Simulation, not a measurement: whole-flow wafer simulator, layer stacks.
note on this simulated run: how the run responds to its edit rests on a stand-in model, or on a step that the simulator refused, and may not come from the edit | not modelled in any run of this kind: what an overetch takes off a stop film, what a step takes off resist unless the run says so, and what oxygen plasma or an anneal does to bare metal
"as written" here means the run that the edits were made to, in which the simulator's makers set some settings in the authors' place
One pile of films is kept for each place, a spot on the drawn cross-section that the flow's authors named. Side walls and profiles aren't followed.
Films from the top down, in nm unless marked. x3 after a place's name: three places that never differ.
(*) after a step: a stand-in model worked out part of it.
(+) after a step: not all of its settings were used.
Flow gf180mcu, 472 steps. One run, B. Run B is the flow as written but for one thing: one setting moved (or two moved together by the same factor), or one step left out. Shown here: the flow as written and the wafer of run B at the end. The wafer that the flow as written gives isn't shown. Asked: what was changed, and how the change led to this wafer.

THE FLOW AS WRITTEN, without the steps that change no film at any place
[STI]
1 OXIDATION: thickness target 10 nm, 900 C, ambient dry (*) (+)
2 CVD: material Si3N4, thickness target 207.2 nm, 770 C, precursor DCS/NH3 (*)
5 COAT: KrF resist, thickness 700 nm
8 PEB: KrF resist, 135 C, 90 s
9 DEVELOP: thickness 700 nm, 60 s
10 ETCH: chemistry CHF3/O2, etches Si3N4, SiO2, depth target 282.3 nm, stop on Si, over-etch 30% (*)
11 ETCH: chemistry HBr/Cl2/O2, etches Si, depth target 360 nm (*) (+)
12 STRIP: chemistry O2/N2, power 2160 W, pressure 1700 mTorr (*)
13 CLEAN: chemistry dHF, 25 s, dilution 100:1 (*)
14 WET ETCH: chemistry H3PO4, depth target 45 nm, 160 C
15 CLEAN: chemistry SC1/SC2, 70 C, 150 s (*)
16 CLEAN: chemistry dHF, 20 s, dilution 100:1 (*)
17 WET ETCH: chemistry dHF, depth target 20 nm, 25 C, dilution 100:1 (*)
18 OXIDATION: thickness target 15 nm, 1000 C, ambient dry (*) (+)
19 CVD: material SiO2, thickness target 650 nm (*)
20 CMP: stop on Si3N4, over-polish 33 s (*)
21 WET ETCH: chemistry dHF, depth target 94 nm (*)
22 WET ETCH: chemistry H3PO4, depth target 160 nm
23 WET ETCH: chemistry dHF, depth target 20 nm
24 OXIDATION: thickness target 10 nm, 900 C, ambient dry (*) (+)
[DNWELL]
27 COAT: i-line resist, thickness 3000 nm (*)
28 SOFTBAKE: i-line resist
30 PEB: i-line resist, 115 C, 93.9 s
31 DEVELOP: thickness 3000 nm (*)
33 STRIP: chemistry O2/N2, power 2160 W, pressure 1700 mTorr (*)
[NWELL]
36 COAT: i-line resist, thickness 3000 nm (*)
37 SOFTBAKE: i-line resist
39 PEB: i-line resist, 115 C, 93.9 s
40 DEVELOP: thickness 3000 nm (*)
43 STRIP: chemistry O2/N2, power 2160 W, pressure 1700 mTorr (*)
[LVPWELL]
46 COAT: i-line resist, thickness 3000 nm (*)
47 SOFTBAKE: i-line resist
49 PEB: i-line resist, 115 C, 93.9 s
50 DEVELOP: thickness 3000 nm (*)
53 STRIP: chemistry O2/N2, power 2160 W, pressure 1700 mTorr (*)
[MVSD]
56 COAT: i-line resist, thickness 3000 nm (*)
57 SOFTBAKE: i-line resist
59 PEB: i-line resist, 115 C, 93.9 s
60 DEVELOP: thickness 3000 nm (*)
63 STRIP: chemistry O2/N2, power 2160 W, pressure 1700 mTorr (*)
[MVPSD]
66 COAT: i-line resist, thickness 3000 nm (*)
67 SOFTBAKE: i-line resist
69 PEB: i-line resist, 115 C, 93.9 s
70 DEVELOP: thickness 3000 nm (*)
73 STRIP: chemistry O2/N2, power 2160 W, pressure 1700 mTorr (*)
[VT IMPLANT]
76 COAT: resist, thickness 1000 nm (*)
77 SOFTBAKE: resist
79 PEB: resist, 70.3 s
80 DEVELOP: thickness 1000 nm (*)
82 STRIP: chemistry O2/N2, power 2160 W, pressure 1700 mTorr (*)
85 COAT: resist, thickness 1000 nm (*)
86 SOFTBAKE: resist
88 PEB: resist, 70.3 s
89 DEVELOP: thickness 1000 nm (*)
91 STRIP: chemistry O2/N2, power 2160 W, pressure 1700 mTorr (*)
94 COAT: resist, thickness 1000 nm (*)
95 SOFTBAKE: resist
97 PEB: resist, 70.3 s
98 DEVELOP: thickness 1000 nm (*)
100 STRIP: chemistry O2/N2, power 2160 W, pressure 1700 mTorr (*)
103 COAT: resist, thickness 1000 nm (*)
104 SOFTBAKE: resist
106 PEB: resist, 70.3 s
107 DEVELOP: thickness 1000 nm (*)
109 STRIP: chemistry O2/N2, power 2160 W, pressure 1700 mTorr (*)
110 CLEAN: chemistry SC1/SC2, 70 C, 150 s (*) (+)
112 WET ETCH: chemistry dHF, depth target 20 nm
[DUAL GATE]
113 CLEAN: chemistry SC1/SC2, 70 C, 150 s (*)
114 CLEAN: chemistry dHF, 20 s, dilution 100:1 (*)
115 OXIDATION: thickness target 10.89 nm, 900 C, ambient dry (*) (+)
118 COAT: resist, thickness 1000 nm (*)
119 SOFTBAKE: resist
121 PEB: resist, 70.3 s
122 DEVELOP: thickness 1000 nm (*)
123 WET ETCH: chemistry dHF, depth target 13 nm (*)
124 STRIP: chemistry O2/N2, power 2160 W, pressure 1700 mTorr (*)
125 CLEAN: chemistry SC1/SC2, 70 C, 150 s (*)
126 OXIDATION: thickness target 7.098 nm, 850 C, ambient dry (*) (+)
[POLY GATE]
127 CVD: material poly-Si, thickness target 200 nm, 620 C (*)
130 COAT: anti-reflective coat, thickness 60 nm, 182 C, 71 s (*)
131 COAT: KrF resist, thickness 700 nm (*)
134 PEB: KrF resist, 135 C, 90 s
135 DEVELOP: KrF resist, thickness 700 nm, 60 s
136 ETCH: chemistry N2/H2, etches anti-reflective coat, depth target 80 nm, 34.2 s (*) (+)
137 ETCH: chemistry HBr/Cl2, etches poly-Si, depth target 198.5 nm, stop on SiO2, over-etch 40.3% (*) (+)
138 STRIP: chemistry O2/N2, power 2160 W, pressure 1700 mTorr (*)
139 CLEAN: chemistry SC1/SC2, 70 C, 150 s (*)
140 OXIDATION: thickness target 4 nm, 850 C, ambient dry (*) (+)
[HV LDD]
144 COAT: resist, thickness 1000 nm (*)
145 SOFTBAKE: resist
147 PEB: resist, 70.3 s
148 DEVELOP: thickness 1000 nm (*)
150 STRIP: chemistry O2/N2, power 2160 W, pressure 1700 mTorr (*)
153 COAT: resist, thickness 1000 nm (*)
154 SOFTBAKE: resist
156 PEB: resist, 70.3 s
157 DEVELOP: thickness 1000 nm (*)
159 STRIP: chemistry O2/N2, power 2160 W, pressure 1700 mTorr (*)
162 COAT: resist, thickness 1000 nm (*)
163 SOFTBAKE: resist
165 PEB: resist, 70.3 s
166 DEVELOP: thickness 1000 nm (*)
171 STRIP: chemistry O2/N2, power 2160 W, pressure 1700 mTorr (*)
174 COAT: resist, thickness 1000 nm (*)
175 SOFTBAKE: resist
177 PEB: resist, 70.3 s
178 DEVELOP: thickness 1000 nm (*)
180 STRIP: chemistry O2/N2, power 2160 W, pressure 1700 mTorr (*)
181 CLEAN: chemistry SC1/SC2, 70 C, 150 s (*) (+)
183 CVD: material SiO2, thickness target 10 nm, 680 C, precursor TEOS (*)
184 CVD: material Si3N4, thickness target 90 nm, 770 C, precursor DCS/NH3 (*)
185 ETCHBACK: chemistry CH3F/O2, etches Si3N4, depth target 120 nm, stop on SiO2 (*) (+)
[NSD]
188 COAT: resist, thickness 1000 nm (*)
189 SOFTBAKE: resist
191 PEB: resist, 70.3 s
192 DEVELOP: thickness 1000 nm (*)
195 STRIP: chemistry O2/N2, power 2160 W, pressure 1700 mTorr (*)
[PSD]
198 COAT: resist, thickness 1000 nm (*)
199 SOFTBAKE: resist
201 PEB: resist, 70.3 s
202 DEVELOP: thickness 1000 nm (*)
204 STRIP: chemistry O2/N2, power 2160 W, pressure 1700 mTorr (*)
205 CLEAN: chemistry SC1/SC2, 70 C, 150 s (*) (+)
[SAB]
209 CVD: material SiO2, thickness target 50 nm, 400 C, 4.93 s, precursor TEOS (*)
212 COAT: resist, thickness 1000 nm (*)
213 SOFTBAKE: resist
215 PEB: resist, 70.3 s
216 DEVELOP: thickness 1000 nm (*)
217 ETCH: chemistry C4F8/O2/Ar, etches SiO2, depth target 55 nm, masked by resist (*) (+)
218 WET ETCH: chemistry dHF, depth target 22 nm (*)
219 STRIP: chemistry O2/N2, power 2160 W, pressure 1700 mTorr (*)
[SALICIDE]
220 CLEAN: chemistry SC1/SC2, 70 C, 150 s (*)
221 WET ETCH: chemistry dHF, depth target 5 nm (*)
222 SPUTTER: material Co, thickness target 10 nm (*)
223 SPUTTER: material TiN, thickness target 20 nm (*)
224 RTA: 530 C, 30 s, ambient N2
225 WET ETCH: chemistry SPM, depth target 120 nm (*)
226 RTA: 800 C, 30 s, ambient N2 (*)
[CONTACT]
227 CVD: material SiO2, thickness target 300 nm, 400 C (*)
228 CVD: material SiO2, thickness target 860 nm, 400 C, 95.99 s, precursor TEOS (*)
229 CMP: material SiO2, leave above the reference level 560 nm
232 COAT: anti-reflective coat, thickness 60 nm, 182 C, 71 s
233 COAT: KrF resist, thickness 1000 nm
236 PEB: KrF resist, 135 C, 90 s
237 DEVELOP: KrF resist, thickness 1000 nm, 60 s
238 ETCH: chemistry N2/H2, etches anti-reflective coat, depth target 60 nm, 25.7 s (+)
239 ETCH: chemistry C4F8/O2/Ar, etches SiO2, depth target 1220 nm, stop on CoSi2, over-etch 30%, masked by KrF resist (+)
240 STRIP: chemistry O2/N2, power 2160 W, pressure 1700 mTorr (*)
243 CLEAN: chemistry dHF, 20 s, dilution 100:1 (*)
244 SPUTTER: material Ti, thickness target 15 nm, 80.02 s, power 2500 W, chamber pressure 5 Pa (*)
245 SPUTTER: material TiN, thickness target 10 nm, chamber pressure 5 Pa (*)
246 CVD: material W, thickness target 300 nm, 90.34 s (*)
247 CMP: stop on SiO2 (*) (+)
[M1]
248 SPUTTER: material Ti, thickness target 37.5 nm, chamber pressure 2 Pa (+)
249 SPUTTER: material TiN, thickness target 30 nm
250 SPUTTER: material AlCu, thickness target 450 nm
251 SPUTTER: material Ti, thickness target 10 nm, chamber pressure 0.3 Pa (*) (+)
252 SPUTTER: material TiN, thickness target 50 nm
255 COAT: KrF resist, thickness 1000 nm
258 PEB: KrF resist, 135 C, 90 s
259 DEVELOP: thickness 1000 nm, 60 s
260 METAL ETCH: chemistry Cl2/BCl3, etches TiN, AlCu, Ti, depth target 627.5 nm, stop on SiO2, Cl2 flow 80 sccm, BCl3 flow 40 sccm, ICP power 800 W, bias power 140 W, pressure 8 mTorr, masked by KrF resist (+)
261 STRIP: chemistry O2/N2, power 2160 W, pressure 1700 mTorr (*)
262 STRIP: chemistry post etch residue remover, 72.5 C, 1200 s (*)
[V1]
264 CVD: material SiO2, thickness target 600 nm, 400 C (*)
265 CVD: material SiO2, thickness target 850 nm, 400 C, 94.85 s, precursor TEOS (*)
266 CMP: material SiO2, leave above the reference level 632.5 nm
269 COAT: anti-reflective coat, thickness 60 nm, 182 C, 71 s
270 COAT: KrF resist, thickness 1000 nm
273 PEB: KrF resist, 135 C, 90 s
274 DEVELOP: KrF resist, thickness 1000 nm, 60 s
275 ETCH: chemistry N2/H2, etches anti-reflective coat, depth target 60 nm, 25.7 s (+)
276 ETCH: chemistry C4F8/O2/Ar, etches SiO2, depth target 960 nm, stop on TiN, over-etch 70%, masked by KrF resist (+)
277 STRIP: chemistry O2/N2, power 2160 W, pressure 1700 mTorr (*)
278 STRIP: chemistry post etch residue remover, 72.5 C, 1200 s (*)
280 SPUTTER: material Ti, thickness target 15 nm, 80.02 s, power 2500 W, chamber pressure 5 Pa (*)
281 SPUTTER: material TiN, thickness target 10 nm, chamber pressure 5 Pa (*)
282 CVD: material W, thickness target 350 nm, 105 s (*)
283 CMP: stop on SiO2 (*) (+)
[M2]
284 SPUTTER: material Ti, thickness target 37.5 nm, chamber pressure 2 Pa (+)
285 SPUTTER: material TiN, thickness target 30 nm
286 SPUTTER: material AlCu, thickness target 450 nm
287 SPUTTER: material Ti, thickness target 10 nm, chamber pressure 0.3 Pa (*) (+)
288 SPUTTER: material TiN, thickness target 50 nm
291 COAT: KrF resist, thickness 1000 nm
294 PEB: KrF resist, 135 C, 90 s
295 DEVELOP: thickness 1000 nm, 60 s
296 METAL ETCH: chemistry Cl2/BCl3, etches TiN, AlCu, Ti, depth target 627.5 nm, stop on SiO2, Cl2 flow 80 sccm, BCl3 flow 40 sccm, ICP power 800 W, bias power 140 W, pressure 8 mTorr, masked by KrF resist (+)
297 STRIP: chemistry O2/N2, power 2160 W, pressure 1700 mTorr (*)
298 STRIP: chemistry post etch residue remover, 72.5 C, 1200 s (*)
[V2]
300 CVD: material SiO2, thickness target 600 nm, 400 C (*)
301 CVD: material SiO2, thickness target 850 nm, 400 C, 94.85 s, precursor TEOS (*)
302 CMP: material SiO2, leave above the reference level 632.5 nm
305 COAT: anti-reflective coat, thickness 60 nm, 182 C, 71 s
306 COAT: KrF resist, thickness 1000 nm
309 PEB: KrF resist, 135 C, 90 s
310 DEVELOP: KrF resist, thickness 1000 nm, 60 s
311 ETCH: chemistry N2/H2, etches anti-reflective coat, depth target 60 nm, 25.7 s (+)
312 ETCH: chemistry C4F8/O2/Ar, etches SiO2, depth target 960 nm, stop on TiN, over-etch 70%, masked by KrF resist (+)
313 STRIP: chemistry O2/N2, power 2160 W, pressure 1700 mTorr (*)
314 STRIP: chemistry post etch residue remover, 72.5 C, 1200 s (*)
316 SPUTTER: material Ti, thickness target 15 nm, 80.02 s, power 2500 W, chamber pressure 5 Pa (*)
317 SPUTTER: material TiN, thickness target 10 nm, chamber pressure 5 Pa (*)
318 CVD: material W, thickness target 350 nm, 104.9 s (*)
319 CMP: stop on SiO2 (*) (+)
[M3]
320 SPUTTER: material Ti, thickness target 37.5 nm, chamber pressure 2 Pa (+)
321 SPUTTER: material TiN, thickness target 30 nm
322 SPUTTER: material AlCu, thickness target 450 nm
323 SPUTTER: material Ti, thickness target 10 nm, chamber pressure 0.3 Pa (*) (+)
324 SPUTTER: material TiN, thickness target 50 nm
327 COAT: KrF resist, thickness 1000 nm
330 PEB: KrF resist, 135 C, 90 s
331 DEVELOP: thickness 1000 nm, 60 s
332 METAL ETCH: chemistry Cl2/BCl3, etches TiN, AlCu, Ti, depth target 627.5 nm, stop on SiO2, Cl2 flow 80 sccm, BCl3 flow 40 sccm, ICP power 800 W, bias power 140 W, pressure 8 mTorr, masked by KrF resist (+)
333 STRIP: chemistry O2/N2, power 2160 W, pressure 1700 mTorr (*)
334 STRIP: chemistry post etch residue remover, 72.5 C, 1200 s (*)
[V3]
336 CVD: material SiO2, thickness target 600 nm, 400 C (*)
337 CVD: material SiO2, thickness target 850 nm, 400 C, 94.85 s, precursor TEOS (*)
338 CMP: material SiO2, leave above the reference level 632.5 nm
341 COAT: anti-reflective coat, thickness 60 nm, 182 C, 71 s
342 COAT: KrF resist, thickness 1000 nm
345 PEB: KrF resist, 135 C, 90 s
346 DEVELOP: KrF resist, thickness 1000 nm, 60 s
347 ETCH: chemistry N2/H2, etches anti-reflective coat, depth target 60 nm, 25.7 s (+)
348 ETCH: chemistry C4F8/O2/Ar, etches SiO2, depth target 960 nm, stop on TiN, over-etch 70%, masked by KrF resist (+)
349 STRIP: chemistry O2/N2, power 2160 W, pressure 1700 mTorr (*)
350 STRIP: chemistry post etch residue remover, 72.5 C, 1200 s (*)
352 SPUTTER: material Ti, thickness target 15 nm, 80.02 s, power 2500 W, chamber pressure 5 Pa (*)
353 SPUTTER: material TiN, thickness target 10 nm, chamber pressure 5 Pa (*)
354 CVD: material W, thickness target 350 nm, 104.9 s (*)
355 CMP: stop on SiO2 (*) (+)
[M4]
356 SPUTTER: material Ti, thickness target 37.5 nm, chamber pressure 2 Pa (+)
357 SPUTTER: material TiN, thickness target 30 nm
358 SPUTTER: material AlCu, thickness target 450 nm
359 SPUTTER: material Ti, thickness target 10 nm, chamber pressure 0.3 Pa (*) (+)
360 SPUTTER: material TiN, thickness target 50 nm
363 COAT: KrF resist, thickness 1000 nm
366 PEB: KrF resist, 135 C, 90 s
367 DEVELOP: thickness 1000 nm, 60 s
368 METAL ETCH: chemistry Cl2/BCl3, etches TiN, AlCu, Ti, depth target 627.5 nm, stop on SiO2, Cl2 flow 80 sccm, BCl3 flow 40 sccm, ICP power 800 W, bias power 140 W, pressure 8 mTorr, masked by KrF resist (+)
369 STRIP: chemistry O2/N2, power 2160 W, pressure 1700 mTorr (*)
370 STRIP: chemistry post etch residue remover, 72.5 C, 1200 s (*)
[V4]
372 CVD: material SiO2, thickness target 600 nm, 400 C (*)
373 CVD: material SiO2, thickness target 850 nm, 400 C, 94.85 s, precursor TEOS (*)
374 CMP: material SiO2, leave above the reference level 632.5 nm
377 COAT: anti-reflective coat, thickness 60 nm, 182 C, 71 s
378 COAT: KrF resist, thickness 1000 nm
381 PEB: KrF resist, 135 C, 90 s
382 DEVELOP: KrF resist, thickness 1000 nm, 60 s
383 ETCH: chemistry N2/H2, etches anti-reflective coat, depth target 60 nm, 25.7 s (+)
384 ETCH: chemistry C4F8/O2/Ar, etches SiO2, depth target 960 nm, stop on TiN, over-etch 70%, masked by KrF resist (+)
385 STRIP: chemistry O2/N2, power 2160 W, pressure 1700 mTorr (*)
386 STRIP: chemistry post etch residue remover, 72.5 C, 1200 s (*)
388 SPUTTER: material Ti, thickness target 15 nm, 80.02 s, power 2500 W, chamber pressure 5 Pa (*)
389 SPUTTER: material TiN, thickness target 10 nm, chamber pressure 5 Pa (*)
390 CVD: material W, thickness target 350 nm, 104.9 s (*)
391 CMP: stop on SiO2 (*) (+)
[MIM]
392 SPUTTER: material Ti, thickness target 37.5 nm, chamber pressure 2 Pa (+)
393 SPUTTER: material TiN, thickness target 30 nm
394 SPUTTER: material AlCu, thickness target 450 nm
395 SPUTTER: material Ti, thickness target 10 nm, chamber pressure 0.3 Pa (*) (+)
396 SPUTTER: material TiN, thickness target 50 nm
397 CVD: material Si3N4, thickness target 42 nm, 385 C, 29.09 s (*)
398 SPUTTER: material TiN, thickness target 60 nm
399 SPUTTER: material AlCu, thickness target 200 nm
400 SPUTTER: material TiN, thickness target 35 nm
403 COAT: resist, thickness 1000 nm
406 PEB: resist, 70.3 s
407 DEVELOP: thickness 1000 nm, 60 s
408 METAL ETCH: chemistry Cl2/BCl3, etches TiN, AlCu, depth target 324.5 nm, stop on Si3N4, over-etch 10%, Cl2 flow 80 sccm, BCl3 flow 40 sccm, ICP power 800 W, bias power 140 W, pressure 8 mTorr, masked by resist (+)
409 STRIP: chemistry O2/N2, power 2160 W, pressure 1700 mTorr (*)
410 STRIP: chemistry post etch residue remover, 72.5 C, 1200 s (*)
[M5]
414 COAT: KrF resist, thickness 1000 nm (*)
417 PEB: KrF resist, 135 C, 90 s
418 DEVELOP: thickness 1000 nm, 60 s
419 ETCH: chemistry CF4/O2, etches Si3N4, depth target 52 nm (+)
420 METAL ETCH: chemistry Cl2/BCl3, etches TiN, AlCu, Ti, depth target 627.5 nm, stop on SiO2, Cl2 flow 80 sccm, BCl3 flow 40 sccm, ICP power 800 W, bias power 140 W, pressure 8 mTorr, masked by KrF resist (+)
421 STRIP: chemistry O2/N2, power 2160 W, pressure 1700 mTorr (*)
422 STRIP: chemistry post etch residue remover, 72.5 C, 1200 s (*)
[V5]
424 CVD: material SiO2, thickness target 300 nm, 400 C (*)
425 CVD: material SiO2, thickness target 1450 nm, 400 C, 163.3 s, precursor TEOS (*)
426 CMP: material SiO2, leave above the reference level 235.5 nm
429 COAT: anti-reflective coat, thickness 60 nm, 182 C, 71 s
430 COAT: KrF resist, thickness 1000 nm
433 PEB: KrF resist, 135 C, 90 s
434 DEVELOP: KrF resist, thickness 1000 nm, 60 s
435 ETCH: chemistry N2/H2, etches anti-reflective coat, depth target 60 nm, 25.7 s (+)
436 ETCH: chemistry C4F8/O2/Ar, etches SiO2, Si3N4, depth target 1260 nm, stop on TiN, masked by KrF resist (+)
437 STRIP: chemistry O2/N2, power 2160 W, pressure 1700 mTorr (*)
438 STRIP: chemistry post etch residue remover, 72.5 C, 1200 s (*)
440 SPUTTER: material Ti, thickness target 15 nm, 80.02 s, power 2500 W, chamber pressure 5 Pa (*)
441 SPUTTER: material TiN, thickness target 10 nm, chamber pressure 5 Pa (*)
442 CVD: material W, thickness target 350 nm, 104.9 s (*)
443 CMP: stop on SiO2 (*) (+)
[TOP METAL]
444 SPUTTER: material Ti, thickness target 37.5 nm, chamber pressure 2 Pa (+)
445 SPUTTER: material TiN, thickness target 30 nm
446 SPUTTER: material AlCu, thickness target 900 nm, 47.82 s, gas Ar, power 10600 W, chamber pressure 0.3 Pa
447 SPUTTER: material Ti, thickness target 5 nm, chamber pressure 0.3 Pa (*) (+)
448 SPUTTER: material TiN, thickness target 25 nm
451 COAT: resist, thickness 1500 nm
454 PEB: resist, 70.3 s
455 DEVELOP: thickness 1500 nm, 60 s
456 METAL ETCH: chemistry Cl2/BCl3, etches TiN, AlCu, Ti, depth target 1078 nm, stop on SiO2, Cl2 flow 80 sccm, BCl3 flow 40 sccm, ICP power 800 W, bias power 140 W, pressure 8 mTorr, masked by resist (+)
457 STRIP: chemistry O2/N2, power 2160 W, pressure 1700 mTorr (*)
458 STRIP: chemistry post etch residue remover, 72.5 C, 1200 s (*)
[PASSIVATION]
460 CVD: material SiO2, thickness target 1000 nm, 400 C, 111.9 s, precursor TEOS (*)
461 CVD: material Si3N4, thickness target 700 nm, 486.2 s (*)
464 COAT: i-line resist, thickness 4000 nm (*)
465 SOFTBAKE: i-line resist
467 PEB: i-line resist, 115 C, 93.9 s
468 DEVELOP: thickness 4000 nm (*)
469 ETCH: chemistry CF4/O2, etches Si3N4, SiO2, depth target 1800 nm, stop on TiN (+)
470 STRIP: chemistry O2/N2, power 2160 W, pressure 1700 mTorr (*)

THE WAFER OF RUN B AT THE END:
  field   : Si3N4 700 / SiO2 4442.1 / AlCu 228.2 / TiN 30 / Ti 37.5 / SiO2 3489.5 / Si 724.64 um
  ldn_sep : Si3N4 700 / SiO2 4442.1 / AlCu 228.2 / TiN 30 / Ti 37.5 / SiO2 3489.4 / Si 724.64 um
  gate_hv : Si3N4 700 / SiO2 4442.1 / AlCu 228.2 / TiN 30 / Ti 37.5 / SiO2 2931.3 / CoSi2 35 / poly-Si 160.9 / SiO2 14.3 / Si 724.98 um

The cause: step 332, METAL ETCH: depth target 276.1 nm was run, where the flow has depth target 627.5 nm.

How the change led to this, step by step:
  332 METAL ETCH: chemistry Cl2/BCl3, etches TiN, AlCu, Ti, depth target 627.5 nm, stop on SiO2, Cl2 flow 80 sccm, BCl3 flow 40 sccm, ICP power 800 W, bias power 140 W, pressure 8 mTorr, masked by KrF resist (+)
      field, field__w1, field__w2 and 103 more: TiN -50 (all of it), Ti -10 (all of it), AlCu -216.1 (as written it would be: TiN -50 (all of it), Ti -10 (all of it), AlCu -450 (all of it), TiN -30 (all of it), Ti -37.5 (all of it))
      field__w8, contact, m1, m1__w1, m1_nw: KrF resist -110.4 (as written it would be: KrF resist -251)
  333 STRIP: chemistry O2/N2, power 2160 W, pressure 1700 mTorr (*)
      field__w8, contact, m1, m1__w1, m1_nw: KrF resist -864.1 (all of it) (as written it would be: KrF resist -723.5 (all of it))
  334 STRIP: chemistry post etch residue remover, 72.5 C, 1200 s (*)
      field, field__w1, field__w2 and 103 more: AlCu -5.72 (as written it would be: nothing)
  336 CVD: material SiO2, thickness target 600 nm, 400 C (*)
      field, field__w1, field__w2 and 103 more: SiO2 +600 (new film) (as written it would be: SiO2 +600)
  338 CMP: material SiO2, leave above the reference level 632.5 nm
      field, field__w1, field__w2 and 103 more: SiO2 -595.7 (as written it would be: SiO2 -300)
Counting metal films that touch as one body, field has 1 body; the flow as written gives 0 bodies.
Counting metal films that touch as one body, ldn_sep has 1 body; the flow as written gives 0 bodies.
Counting metal films that touch as one body, gate_hv has 2 bodies (between them, from the top down: SiO2 2931.3); the flow as written gives 1 body.
